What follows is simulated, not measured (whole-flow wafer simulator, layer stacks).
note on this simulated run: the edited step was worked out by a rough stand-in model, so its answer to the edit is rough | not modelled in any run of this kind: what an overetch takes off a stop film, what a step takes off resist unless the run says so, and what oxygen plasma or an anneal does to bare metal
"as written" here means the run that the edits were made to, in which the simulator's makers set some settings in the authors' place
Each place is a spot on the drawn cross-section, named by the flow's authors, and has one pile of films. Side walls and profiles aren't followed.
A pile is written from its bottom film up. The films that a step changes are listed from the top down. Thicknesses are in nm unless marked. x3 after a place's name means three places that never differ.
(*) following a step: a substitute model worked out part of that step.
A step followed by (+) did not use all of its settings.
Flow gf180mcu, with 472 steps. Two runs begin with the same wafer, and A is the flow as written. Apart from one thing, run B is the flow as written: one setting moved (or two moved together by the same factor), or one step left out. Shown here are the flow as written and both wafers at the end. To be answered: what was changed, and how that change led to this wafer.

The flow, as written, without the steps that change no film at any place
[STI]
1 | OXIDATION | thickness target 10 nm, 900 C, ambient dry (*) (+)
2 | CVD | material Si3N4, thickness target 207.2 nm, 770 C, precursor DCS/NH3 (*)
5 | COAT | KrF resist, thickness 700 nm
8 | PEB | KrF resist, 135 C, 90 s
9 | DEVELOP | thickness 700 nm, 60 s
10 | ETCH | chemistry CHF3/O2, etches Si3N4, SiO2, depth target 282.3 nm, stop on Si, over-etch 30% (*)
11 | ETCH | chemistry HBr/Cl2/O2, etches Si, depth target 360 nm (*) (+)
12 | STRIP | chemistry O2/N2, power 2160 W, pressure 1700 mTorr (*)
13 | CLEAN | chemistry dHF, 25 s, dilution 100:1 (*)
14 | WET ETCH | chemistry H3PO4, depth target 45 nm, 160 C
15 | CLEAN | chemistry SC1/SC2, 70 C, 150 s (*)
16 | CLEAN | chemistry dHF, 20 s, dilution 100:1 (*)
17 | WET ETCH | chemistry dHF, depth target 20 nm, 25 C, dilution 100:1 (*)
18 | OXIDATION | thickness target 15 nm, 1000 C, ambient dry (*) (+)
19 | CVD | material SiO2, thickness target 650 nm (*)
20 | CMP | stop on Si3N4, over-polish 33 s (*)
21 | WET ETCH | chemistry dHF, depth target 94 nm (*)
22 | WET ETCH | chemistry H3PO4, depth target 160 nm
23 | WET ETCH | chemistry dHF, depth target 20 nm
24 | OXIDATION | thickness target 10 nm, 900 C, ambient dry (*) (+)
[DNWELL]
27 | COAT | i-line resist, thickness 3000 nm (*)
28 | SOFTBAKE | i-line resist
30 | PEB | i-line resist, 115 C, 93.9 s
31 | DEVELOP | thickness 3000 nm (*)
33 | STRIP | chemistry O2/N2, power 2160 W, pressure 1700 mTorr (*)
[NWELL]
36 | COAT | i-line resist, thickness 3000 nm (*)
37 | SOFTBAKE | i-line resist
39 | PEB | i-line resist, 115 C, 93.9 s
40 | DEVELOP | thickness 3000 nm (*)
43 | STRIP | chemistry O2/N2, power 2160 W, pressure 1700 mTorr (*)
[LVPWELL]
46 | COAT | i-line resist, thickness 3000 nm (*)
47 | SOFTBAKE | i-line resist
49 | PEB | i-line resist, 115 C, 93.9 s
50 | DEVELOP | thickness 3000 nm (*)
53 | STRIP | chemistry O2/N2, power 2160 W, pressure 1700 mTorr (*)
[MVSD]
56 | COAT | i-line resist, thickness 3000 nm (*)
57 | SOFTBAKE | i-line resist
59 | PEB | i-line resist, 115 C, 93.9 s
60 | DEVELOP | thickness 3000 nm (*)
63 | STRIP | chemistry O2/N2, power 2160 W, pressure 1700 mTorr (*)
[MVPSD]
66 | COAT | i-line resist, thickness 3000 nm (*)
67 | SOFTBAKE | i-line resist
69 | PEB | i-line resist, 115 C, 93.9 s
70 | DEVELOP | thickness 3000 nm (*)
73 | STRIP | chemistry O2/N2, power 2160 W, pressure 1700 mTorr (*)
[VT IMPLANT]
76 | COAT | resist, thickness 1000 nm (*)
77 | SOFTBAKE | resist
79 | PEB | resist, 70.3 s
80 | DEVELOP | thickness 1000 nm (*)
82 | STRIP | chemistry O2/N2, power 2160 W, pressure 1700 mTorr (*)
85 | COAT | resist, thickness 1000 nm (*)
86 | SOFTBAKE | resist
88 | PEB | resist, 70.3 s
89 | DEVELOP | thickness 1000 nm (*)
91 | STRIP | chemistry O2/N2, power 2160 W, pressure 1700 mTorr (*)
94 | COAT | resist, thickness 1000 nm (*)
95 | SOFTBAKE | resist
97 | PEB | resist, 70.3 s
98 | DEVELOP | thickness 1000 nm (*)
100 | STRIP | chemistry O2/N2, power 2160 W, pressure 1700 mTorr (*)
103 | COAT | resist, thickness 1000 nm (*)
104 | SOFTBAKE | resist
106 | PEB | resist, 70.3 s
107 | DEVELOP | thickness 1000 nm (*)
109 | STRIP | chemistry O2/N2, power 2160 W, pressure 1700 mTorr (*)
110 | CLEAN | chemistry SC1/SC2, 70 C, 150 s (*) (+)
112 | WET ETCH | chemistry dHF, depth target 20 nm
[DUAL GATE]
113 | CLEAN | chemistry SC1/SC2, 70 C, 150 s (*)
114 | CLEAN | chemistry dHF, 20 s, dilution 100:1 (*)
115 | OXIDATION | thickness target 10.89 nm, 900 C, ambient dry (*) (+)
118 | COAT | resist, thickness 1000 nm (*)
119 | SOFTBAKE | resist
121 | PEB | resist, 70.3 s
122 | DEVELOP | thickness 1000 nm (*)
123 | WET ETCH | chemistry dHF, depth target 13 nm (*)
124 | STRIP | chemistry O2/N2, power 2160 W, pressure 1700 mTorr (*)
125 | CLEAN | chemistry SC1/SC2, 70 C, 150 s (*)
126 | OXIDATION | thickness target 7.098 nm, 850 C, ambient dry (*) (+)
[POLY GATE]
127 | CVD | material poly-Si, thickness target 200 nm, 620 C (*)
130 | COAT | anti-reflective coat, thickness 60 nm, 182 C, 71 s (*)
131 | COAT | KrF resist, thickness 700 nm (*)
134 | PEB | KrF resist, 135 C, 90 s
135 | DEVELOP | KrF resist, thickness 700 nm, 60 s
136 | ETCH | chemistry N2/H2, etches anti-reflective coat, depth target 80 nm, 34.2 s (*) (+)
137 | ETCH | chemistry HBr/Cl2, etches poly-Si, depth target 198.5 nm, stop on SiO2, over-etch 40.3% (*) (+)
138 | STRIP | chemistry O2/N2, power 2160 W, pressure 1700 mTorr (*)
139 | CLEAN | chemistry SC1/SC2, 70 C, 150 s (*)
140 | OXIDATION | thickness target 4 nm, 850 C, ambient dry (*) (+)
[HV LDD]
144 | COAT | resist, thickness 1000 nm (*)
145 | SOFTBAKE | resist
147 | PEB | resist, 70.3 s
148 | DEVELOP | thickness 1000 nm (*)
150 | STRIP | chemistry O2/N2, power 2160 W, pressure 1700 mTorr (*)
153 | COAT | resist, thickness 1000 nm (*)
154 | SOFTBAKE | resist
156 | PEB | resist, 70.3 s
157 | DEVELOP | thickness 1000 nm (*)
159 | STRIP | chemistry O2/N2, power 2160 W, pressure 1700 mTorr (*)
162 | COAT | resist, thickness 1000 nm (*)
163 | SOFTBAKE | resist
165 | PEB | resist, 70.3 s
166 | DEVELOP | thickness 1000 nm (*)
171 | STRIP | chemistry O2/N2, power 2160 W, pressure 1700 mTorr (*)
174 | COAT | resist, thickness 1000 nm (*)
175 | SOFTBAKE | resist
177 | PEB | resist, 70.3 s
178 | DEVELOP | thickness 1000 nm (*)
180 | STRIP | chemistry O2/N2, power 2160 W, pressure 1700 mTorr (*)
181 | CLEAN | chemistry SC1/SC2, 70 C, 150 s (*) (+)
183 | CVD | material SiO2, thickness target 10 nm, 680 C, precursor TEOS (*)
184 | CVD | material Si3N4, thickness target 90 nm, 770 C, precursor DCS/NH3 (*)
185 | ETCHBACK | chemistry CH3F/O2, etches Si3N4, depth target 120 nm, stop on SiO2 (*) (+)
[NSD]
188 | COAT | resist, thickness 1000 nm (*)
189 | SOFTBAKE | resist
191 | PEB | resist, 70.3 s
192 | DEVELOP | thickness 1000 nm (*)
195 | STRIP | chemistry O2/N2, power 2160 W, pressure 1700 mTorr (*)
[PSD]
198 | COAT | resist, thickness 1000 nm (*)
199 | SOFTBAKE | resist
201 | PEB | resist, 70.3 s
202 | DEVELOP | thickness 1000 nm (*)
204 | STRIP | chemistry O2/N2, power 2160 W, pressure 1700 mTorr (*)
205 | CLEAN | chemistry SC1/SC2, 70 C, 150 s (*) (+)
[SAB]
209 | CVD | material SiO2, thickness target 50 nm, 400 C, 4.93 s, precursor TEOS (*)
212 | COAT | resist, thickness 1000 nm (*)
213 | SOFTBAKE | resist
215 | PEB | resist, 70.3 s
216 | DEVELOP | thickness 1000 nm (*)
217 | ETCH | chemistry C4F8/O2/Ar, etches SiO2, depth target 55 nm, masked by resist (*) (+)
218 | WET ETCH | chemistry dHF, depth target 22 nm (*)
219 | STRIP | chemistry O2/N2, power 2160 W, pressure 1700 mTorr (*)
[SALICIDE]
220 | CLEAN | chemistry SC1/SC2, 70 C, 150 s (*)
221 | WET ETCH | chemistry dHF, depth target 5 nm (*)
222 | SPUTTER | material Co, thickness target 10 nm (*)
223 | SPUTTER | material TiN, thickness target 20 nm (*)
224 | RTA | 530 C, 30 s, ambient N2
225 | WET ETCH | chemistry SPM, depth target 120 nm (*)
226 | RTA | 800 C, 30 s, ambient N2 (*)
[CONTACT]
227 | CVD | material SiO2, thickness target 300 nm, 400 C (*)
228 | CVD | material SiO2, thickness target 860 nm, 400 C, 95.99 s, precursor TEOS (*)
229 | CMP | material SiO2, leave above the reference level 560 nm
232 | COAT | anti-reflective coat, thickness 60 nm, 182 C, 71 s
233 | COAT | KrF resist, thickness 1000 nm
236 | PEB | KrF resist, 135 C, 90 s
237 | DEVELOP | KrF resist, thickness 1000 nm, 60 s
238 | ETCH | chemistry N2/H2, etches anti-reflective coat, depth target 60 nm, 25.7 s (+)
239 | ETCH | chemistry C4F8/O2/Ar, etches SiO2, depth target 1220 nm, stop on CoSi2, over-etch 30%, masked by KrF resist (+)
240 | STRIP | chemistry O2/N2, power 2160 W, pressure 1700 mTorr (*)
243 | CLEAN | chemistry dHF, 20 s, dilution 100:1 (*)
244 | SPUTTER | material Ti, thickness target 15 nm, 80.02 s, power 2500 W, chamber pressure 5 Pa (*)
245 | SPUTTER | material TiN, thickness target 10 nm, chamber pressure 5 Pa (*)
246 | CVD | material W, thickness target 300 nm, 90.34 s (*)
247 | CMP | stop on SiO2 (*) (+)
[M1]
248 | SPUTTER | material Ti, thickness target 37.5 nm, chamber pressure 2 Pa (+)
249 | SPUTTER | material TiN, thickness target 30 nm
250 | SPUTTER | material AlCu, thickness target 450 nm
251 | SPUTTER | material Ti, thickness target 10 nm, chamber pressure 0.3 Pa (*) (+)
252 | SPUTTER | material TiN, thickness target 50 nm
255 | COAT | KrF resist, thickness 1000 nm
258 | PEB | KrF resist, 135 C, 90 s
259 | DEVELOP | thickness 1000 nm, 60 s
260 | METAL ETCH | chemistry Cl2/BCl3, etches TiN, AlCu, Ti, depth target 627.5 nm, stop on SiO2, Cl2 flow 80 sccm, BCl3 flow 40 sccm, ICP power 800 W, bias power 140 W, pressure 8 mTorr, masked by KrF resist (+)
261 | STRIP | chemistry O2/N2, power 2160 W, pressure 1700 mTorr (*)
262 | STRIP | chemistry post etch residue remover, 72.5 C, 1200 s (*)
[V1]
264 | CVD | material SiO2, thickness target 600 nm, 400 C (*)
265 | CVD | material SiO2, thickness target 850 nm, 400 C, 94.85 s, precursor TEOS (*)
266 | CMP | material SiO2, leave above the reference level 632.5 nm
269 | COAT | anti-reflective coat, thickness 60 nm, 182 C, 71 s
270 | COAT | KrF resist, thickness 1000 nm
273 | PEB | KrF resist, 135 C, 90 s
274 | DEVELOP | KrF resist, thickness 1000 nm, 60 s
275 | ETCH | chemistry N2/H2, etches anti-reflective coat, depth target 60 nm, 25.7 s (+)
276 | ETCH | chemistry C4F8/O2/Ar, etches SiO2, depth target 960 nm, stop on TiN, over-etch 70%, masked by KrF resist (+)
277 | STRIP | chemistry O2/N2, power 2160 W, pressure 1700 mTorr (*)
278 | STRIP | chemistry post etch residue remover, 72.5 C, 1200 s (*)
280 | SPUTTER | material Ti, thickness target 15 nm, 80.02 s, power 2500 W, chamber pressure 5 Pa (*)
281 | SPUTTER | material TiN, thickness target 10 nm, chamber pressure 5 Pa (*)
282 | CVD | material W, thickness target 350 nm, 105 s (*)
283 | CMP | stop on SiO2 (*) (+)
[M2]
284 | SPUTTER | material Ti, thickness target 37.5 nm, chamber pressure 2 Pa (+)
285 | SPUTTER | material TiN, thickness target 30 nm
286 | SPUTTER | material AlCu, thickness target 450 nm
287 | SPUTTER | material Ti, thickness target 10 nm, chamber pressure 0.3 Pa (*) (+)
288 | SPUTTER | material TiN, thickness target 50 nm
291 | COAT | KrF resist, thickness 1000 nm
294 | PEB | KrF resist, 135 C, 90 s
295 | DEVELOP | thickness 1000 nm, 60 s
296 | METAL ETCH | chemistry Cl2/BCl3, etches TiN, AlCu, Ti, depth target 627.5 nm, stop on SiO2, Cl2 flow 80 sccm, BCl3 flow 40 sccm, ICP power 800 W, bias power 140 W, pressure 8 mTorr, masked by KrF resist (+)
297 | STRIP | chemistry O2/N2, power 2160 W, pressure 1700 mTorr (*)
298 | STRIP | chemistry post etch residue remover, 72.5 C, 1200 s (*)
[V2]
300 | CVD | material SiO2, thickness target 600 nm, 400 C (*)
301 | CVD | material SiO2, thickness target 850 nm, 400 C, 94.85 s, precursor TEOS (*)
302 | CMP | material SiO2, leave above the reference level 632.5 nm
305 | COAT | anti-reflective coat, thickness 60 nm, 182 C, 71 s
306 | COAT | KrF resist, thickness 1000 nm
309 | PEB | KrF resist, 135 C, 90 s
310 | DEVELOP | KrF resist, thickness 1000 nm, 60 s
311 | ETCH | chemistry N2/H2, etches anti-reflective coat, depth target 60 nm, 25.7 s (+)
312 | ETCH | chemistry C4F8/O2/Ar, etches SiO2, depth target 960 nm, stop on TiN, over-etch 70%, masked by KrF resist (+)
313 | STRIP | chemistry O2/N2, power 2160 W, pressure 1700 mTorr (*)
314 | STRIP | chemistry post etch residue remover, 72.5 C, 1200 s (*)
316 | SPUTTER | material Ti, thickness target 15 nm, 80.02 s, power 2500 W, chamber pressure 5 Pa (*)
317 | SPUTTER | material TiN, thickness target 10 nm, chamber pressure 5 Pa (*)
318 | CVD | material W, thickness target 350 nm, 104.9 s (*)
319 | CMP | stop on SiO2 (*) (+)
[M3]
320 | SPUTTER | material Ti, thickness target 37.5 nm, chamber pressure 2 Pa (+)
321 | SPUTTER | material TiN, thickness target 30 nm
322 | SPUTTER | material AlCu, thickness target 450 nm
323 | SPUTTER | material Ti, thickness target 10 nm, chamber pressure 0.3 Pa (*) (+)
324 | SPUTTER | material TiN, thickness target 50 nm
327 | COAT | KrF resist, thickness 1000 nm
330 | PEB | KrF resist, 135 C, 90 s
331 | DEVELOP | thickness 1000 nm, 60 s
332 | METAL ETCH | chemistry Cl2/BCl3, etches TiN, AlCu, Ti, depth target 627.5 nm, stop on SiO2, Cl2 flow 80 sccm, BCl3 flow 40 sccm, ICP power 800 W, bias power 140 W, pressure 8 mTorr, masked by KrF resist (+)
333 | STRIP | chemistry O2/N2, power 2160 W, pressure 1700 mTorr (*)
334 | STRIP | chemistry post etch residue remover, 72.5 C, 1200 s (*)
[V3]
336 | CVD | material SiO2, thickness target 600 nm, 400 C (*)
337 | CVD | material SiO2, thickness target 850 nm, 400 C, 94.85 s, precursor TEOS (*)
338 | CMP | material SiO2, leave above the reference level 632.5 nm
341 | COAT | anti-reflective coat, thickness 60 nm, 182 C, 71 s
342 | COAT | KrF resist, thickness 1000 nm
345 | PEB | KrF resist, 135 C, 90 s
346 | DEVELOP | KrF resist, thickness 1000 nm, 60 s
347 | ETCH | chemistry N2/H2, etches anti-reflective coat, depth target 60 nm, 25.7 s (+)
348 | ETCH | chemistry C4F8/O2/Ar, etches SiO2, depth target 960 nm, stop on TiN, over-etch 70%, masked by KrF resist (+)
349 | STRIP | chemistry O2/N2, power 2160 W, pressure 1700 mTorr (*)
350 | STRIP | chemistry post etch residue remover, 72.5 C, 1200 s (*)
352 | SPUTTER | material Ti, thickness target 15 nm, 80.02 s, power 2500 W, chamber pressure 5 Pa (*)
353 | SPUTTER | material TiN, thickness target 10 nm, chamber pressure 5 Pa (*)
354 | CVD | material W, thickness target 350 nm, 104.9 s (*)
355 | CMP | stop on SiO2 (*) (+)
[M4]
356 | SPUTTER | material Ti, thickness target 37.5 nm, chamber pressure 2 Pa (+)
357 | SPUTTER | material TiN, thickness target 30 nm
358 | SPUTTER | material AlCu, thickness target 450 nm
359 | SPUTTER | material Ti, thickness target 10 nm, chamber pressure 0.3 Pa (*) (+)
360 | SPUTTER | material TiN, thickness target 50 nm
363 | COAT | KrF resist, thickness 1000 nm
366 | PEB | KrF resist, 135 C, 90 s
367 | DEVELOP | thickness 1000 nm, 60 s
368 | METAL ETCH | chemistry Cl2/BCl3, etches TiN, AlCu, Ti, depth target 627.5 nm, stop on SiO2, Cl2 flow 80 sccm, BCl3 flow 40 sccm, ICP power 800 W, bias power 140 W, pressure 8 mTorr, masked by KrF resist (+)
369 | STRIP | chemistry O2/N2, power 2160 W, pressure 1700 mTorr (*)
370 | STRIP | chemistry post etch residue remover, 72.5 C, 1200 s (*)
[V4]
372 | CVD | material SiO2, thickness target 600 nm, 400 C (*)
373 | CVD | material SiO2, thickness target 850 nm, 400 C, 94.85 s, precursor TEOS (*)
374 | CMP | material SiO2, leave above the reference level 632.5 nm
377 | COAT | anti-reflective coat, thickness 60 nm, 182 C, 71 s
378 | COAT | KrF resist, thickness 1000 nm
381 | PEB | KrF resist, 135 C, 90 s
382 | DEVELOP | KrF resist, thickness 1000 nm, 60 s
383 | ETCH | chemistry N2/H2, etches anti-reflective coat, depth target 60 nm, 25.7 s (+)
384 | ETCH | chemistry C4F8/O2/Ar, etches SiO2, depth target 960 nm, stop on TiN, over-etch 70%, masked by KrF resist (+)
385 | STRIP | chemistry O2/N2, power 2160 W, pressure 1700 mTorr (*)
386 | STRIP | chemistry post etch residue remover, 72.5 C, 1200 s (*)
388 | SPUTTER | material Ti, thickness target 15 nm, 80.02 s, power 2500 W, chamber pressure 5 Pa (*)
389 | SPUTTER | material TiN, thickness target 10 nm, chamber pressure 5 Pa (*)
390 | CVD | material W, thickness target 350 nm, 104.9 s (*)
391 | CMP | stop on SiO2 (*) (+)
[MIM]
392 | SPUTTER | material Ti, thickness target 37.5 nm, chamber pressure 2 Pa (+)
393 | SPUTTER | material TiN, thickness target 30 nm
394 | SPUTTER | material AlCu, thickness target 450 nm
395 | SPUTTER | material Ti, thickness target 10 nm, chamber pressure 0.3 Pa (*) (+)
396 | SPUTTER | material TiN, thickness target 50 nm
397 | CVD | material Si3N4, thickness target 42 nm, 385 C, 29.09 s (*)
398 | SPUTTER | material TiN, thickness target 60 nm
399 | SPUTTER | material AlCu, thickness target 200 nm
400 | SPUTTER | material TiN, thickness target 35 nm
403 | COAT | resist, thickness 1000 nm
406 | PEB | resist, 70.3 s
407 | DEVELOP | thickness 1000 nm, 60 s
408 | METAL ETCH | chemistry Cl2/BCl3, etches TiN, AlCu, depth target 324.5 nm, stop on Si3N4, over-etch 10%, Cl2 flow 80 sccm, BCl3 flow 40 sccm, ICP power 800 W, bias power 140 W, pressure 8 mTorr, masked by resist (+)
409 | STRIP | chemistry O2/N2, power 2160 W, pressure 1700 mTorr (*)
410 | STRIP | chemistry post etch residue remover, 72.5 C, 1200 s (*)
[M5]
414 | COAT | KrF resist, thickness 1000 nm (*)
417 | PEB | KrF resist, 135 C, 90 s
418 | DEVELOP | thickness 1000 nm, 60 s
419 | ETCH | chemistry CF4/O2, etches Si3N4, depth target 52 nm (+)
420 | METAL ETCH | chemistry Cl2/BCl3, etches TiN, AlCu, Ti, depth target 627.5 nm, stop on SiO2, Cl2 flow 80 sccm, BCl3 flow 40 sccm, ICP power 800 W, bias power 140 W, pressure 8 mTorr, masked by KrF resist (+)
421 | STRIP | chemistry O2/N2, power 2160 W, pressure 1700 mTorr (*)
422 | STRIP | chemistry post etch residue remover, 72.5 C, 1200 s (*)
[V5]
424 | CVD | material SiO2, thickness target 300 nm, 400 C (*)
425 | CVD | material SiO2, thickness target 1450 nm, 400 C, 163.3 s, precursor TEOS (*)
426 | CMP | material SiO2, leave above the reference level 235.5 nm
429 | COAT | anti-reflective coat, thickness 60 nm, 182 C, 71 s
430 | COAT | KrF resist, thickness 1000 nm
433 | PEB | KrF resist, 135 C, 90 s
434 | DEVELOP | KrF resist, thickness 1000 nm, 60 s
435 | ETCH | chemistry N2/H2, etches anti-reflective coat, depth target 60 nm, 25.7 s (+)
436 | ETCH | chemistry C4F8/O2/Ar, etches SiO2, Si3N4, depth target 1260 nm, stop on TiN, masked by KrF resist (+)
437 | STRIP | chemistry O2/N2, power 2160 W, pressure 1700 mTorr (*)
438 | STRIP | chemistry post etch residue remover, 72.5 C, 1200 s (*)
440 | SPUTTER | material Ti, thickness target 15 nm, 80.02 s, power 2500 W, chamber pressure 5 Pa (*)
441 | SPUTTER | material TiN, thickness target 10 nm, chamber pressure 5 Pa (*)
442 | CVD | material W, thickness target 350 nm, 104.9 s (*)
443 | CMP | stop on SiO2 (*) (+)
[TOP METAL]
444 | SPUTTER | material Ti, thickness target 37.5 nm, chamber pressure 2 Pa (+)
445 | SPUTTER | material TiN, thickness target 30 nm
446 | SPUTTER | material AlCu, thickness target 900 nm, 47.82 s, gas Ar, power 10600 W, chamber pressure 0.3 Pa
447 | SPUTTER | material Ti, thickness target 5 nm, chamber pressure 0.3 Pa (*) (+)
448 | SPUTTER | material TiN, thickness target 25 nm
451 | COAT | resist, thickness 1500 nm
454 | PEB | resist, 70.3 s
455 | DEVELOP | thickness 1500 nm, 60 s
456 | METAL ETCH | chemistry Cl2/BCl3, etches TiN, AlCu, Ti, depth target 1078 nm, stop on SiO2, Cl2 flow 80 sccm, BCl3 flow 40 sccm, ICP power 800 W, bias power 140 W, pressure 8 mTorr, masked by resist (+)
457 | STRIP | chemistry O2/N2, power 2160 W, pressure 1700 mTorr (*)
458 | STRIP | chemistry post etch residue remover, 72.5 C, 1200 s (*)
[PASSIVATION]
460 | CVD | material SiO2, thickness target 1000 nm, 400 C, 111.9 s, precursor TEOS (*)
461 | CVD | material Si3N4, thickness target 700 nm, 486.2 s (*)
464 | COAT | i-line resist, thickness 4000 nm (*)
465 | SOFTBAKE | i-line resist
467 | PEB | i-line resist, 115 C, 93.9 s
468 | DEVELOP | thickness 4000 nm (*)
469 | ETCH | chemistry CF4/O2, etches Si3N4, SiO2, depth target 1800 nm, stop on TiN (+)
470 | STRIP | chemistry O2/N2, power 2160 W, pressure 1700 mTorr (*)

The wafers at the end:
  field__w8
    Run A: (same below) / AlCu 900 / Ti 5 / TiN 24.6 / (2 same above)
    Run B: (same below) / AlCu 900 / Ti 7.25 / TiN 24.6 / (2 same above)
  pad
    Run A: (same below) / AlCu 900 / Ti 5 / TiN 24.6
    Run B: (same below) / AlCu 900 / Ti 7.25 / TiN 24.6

What caused this: step 447, SPUTTER: thickness target 7.25 nm was run, while the flow as written has thickness target 5 nm.
The wafer itself shows it: field__w8 has Ti 7.25, and step 447 as written asks for 5 nm.

How this came from the change, step by step:
  447 | SPUTTER | material Ti, thickness target 5 nm, chamber pressure 0.3 Pa (*) (+)
      field, field__w1, field__w2 and 109 more: A +5 Ti (new film) | B +7.25 Ti (new film)
  456 | METAL ETCH | chemistry Cl2/BCl3, etches TiN, AlCu, Ti, depth target 1078 nm, stop on SiO2, Cl2 flow 80 sccm, BCl3 flow 40 sccm, ICP power 800 W, bias power 140 W, pressure 8 mTorr, masked by resist (+)
      field, field__w1, field__w2 and 103 more: A -25 TiN (all of it), -5 Ti (all of it), -900 AlCu (all of it), -30 TiN (all of it), -37.5 Ti (all of it) | B -25 TiN (all of it), -7.25 Ti (all of it), -900 AlCu (all of it), -30 TiN (all of it), -37.5 Ti (all of it)
